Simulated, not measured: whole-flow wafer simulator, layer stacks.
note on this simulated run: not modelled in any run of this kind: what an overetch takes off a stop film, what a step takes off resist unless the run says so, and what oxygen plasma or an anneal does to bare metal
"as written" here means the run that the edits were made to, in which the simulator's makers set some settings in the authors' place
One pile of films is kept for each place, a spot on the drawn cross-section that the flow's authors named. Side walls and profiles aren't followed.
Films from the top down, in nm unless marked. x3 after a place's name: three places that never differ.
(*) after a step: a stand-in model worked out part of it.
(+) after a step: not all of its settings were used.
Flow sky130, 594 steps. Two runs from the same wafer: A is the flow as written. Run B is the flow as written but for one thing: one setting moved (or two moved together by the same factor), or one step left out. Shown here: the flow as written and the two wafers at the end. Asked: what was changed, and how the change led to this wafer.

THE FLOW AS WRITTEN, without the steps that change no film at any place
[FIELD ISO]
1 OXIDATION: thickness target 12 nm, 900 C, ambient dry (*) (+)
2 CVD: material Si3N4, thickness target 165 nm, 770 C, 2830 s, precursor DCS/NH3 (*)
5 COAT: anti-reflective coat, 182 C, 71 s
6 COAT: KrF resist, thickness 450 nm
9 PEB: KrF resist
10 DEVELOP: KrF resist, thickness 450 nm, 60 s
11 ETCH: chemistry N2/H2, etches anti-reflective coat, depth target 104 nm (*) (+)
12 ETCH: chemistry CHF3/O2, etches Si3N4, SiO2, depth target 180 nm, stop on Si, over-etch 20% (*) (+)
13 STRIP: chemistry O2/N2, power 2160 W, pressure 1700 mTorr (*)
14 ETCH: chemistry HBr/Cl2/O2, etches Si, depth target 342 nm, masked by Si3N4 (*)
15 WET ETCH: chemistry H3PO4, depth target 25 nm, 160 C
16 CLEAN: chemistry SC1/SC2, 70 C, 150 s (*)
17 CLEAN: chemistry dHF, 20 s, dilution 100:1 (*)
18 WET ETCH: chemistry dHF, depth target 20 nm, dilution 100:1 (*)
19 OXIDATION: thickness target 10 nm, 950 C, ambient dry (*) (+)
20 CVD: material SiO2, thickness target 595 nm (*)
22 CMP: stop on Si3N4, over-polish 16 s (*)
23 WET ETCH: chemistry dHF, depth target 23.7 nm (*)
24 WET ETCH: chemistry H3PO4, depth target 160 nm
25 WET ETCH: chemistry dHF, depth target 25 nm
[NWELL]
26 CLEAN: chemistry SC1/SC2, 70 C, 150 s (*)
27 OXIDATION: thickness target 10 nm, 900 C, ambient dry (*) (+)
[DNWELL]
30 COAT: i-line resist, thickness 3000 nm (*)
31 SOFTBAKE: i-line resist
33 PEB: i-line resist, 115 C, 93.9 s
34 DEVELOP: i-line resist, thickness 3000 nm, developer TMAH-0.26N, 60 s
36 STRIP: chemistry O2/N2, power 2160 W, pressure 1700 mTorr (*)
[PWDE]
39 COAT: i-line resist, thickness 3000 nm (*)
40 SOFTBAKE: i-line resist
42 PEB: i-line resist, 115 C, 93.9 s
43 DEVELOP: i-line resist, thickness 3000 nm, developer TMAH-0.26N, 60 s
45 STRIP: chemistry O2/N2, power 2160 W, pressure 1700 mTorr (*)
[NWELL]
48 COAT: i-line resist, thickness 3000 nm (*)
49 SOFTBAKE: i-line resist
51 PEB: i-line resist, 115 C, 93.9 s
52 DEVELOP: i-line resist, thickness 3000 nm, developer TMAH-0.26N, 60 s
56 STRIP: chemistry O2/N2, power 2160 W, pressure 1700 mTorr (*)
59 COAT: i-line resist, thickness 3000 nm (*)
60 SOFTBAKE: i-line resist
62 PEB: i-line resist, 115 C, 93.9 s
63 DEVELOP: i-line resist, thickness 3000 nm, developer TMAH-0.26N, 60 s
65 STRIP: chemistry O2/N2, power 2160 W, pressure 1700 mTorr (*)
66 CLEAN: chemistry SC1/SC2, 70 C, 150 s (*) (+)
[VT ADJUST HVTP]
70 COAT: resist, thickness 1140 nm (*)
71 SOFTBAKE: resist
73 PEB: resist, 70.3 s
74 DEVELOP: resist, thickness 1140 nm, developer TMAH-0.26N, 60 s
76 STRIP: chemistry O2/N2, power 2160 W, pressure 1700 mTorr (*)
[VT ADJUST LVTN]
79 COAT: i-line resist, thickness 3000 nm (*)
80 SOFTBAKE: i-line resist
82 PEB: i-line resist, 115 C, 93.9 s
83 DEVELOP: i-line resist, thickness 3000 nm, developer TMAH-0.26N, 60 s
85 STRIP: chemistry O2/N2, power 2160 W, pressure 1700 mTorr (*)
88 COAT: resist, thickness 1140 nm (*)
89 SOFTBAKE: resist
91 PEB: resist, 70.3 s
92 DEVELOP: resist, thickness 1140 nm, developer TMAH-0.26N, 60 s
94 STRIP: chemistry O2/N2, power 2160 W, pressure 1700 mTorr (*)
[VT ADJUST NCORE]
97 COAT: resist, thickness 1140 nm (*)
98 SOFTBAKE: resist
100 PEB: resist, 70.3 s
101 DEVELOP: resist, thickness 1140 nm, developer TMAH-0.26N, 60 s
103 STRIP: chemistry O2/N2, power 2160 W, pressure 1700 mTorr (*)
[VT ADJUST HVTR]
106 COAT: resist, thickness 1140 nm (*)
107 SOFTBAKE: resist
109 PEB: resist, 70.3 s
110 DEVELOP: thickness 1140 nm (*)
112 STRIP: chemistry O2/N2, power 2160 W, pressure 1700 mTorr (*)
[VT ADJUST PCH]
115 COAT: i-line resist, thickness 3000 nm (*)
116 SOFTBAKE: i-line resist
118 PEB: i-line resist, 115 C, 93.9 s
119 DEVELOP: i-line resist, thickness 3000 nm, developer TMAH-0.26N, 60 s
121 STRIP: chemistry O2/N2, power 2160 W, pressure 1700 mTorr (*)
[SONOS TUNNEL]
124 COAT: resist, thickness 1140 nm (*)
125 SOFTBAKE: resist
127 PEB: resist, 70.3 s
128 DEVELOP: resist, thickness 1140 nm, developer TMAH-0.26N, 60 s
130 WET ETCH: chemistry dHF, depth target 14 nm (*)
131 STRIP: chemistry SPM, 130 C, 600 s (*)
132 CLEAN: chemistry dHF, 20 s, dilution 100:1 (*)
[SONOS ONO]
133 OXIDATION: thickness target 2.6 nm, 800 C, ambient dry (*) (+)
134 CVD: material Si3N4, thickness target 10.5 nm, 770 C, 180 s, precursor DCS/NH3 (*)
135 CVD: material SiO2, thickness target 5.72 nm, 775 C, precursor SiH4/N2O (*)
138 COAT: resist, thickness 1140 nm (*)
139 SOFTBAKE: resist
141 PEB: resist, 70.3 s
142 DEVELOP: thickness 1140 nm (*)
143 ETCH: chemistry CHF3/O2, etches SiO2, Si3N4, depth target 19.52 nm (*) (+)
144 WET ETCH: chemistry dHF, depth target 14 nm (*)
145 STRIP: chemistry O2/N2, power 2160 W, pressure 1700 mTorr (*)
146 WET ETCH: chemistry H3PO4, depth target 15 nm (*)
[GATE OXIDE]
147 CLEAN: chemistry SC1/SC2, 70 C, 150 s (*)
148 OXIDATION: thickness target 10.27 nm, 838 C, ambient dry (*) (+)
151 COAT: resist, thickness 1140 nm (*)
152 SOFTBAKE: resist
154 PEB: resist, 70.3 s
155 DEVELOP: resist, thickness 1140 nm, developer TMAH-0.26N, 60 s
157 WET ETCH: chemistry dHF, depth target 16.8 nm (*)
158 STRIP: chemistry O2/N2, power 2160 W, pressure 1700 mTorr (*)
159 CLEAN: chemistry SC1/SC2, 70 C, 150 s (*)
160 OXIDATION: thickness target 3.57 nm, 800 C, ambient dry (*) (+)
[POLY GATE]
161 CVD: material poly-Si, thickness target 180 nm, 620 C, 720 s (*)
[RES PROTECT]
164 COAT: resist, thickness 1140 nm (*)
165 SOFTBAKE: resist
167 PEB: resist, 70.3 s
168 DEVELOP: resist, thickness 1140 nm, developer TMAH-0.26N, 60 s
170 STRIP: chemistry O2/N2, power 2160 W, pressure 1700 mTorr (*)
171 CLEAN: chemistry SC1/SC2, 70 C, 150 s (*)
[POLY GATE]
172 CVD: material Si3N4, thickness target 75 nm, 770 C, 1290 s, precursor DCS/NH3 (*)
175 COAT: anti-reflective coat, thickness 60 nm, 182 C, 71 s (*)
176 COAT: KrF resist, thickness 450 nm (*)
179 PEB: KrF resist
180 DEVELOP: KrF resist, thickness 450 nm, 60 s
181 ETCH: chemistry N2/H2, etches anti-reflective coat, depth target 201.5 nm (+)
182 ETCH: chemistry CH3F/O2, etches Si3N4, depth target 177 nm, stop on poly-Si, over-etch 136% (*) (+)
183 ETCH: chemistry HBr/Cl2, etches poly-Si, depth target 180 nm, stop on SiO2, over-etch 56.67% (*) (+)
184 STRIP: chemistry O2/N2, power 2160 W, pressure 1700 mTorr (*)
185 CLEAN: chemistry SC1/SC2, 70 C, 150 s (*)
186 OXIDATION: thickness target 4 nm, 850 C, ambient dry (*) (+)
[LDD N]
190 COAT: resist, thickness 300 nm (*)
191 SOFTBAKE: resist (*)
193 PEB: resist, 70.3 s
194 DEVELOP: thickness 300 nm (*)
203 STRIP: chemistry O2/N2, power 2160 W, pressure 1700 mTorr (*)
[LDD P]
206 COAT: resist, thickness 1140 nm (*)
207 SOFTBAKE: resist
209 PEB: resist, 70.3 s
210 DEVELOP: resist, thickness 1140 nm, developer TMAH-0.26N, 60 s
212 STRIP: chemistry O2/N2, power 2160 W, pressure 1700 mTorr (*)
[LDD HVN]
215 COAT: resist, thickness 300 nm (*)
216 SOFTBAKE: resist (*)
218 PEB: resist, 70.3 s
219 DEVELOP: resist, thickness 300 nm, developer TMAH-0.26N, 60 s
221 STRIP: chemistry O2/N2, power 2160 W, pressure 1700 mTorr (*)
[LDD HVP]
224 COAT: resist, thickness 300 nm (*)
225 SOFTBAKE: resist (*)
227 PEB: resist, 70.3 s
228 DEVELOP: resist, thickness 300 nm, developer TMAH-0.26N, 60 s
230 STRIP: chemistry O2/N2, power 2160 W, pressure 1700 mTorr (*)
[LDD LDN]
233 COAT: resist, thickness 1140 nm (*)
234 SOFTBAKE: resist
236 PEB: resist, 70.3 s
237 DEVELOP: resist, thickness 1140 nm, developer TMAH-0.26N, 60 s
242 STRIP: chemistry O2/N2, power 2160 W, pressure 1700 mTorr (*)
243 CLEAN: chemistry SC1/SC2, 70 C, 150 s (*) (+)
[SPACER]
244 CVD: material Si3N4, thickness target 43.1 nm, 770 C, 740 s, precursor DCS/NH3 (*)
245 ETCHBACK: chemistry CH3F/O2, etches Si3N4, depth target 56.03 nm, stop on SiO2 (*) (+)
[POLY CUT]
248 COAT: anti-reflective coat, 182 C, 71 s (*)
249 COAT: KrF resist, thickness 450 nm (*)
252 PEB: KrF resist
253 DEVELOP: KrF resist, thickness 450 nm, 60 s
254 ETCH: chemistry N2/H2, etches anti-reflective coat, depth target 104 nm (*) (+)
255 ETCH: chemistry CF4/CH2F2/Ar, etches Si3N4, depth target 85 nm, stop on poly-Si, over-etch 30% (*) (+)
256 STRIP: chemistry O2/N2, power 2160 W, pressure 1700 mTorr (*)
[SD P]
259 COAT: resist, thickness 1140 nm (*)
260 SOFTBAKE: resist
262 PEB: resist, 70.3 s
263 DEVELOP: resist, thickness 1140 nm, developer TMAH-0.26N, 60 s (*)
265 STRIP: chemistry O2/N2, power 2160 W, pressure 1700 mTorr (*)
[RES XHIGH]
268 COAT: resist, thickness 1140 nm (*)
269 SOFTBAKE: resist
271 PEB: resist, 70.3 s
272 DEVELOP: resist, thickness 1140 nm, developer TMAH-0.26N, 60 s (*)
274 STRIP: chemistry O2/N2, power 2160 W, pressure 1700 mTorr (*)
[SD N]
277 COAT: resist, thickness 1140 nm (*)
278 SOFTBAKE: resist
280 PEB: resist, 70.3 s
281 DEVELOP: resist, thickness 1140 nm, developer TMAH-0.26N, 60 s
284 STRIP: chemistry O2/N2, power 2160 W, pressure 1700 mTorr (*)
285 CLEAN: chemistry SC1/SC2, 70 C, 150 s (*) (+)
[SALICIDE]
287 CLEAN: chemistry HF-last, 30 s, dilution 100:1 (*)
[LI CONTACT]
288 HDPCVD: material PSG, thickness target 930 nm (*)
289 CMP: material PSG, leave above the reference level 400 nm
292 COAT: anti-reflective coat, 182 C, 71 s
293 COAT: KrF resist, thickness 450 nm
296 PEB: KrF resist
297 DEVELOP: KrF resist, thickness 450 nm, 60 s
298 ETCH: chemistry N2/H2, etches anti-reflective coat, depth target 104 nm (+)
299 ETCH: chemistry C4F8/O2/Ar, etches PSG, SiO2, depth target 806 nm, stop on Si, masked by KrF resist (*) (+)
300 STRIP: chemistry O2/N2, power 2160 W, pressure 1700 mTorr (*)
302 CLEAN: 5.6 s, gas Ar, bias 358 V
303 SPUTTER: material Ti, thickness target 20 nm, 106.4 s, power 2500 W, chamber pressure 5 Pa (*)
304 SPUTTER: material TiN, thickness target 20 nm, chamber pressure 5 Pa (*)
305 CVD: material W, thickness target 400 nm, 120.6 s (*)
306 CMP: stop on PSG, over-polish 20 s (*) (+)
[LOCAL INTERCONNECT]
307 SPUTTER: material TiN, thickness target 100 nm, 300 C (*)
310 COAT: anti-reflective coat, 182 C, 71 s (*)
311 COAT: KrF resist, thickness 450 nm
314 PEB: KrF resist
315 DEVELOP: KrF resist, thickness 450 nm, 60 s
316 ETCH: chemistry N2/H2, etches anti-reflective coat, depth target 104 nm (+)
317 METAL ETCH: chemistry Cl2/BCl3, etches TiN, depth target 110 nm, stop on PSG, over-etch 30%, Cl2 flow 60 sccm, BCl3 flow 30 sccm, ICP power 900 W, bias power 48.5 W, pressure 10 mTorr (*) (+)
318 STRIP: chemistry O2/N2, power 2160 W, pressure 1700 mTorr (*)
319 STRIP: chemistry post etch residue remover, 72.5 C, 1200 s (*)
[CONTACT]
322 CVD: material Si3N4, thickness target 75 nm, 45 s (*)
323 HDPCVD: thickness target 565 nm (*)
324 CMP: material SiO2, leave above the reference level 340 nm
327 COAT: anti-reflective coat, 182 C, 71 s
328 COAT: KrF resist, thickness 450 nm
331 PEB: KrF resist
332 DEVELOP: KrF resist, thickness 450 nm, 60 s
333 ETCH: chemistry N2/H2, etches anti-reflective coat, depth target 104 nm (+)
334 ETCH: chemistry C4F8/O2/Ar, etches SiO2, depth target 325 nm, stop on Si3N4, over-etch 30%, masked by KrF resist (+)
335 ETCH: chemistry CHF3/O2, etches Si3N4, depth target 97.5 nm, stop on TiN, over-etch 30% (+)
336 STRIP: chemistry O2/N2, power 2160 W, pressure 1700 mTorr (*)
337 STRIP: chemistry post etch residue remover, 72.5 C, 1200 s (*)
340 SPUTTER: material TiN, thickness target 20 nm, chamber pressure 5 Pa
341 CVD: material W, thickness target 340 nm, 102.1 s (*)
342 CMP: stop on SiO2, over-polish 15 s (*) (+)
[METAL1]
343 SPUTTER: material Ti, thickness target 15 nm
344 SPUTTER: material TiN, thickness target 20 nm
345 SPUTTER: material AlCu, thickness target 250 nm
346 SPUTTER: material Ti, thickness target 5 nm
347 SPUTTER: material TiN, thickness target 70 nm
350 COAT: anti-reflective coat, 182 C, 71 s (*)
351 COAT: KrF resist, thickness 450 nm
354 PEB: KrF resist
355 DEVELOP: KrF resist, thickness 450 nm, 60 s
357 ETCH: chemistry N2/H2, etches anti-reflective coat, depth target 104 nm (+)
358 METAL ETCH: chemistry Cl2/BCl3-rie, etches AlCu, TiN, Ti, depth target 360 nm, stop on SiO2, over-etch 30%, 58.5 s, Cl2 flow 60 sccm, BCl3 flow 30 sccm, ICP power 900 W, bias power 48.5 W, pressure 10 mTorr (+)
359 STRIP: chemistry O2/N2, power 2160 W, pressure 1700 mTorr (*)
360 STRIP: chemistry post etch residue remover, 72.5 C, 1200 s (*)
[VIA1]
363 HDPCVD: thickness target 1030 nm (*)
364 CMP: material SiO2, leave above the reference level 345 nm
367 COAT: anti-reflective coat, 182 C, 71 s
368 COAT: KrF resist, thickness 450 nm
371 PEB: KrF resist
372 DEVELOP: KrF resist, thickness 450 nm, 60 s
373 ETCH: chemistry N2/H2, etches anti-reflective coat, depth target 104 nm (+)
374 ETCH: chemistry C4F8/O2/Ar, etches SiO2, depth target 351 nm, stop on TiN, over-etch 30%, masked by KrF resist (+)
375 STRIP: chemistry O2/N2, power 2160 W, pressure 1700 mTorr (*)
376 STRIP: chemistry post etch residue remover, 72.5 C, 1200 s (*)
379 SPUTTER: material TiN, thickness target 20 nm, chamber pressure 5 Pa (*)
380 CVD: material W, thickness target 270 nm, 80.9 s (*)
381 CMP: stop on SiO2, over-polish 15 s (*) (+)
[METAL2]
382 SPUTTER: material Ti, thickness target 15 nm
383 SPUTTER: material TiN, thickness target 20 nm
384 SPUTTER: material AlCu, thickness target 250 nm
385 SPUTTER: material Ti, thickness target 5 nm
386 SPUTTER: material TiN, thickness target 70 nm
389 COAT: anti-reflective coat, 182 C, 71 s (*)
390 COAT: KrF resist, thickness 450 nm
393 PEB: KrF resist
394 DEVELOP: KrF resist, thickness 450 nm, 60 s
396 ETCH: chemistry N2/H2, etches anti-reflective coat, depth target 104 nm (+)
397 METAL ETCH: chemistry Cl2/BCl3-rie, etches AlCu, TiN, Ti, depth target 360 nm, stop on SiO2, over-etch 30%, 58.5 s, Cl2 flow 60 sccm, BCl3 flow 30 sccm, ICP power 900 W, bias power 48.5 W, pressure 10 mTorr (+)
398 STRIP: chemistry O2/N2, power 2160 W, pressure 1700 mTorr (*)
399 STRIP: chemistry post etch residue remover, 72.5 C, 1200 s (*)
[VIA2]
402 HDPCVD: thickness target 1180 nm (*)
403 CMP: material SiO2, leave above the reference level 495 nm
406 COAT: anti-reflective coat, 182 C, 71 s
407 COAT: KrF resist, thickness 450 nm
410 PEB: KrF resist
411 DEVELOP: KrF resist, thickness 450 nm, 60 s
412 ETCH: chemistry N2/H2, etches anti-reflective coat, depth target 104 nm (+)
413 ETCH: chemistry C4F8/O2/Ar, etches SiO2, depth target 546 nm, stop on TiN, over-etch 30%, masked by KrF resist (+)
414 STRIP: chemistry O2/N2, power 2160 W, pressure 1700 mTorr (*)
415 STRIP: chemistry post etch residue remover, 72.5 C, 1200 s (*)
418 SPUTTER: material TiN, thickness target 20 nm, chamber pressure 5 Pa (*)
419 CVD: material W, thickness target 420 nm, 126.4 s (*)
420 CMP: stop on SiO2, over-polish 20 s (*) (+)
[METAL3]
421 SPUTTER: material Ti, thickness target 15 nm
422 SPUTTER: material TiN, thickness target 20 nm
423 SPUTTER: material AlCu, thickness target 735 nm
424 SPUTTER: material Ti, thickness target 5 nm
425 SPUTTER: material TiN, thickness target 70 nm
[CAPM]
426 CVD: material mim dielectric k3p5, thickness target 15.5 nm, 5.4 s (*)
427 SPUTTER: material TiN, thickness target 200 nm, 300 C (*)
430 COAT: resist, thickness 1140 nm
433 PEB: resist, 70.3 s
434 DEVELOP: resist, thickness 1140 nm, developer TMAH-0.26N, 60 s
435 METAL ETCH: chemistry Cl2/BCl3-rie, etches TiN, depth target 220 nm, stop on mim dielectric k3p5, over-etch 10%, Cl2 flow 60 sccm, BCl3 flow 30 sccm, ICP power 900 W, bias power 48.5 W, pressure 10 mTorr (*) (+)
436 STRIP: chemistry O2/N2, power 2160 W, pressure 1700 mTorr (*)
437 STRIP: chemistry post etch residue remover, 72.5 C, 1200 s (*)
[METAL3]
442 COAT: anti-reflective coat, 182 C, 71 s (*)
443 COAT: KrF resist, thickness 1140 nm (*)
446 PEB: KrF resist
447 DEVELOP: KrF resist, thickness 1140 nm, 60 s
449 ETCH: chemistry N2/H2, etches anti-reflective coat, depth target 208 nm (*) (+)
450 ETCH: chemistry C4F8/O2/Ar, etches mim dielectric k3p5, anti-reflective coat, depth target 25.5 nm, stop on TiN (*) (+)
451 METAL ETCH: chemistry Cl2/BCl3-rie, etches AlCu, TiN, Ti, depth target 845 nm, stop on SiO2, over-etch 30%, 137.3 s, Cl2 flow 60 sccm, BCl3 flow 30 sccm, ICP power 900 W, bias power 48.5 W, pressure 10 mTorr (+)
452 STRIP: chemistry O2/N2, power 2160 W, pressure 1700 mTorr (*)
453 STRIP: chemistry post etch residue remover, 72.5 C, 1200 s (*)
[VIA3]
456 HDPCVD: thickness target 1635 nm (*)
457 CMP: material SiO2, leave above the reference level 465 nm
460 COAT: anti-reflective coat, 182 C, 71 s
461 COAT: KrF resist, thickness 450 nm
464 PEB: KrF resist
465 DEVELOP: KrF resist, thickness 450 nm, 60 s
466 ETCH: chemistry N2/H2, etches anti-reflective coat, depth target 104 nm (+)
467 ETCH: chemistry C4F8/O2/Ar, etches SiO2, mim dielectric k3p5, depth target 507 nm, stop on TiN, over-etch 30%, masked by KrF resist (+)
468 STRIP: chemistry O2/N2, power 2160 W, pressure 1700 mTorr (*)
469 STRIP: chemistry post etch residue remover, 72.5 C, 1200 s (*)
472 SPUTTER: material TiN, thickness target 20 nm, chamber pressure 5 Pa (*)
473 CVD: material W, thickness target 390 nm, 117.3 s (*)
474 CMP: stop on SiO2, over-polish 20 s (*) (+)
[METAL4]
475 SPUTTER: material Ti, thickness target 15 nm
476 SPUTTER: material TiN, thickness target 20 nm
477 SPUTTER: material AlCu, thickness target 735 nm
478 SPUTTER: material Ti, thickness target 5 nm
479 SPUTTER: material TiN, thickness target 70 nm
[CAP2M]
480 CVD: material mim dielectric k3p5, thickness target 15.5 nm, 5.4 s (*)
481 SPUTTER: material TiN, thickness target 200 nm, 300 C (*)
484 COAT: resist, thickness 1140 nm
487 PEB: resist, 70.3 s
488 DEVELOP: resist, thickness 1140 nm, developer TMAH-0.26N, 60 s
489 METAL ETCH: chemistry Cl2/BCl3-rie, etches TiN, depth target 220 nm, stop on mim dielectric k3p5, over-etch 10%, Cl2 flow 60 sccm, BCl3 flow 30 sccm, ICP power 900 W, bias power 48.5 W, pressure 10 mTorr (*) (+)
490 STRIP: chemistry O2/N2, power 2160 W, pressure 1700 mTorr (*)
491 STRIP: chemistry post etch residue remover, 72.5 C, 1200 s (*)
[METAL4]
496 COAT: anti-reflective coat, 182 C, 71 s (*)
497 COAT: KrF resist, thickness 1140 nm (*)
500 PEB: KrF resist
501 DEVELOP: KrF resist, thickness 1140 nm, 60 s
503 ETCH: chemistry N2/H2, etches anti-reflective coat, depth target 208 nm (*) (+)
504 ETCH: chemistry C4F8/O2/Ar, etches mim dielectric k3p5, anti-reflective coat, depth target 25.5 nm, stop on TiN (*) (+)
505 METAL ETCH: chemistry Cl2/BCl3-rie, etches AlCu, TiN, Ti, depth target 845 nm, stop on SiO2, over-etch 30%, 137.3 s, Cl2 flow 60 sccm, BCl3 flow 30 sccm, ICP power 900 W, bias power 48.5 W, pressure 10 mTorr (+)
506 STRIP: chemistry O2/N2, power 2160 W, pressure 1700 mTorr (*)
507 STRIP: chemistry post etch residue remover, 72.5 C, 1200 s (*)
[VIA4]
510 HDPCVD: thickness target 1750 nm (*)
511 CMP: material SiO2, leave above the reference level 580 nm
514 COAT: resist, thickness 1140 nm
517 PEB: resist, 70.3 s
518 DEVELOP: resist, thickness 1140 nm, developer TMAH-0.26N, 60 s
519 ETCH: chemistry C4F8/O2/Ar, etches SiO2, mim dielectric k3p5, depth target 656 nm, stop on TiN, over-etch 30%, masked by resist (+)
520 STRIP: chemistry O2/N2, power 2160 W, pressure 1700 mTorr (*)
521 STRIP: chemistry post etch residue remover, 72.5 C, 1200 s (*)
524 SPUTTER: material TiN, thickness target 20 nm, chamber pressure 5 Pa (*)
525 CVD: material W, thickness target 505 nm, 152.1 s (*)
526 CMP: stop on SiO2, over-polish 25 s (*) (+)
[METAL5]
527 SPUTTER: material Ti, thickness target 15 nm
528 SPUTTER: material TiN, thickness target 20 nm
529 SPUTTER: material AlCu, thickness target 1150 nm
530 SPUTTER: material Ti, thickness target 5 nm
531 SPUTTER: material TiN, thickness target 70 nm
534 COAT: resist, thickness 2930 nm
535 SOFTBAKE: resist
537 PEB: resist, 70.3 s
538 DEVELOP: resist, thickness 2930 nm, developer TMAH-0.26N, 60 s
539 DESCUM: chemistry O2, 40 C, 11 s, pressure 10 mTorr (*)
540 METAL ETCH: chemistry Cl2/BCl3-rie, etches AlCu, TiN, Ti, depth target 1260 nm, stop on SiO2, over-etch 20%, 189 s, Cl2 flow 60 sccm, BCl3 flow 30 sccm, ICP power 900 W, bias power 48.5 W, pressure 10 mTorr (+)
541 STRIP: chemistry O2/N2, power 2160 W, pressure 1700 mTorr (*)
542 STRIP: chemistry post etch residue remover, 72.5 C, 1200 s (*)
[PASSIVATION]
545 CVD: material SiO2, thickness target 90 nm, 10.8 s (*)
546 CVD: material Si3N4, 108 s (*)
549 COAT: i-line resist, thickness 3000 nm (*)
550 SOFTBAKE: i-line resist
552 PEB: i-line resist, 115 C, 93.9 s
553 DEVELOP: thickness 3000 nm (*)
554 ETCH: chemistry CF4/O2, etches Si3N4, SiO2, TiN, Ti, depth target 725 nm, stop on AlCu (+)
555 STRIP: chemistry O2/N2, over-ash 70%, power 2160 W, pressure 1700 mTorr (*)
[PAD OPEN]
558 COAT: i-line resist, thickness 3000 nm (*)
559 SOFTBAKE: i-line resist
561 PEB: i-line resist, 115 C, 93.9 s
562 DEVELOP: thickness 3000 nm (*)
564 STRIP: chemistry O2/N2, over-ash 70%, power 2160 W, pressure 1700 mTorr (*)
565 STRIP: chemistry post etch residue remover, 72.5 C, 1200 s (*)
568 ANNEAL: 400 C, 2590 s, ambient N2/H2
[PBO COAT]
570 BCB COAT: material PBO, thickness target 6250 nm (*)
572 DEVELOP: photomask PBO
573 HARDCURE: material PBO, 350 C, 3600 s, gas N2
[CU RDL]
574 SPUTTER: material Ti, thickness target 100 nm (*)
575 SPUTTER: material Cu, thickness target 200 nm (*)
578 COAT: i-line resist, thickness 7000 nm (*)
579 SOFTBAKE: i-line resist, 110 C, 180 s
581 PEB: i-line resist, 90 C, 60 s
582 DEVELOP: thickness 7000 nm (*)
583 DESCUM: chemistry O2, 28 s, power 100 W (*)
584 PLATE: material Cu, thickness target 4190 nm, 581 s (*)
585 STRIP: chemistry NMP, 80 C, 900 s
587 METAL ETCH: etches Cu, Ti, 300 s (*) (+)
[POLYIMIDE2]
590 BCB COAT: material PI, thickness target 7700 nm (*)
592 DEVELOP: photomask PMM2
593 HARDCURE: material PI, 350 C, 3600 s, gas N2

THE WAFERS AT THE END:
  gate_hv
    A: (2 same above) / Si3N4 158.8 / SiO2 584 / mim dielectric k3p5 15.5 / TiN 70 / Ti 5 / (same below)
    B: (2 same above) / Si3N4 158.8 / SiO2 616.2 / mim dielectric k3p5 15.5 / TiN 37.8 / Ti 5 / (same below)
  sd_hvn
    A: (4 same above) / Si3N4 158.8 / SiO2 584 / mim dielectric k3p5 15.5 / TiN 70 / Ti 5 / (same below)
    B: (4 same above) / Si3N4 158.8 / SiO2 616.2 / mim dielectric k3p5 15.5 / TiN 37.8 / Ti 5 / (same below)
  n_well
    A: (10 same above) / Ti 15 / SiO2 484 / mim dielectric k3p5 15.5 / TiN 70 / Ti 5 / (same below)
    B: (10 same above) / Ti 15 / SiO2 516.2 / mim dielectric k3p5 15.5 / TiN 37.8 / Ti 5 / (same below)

The cause: step 479, SPUTTER: thickness target 37.8 nm was run, where the flow has thickness target 70 nm.
It can be read off the wafer: gate_hv has TiN 37.8, and step 479 as written asks for 70 nm.

How the change led to this, step by step:
  479 SPUTTER: material TiN, thickness target 70 nm
      field, active, n_well and 189 more: A TiN +70 (new film) | B TiN +37.8 (new film)
  505 METAL ETCH: chemistry Cl2/BCl3-rie, etches AlCu, TiN, Ti, depth target 845 nm, stop on SiO2, over-etch 30%, 137.3 s, Cl2 flow 60 sccm, BCl3 flow 30 sccm, ICP power 900 W, bias power 48.5 W, pressure 10 mTorr (+)
      field, gate, spacer and 68 more: A TiN -70 (all of it), Ti -5 (all of it), AlCu -735 (all of it), TiN -20 (all of it), Ti -15 (all of it), SiO2 -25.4 | B TiN -37.8 (all of it), Ti -5 (all of it), AlCu -735 (all of it), TiN -20 (all of it), Ti -15 (all of it), SiO2 -28.6
      active, vpp_iso1, mim_edge_plate and 14 more: A TiN -70 (all of it), Ti -5 (all of it), AlCu -735 (all of it), TiN -20 (all of it), Ti -15 (all of it), SiO2 -25.3 | B TiN -37.8 (all of it), Ti -5 (all of it), AlCu -735 (all of it), TiN -20 (all of it), Ti -15 (all of it), SiO2 -28.6
  511 CMP: material SiO2, leave above the reference level 580 nm
      n_well, p_well, gate_hv and 99 more: A SiO2 -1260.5 | B SiO2 -1228.3
      m1, via3_hole: A SiO2 -1259.9 | B SiO2 -1227.7
      (and at 1 more place)
  519 ETCH: chemistry C4F8/O2/Ar, etches SiO2, mim dielectric k3p5, depth target 656 nm, stop on TiN, over-etch 30%, masked by resist (+)
      m1: A SiO2 -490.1 (all of it), mim dielectric k3p5 -15.5 (all of it) | B SiO2 -522.3 (all of it), mim dielectric k3p5 -15.5 (all of it)
      via4_hole: A SiO2 -489.5 (all of it), mim dielectric k3p5 -15.5 (all of it) | B SiO2 -521.7 (all of it), mim dielectric k3p5 -15.5 (all of it)
  525 CVD: material W, thickness target 505 nm, 152.1 s (*)
      m1: A W +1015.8 (new film) | B W +1048.2 (new film)
      via4_hole: A W +1015.2 (new film) | B W +1047.6 (new film)
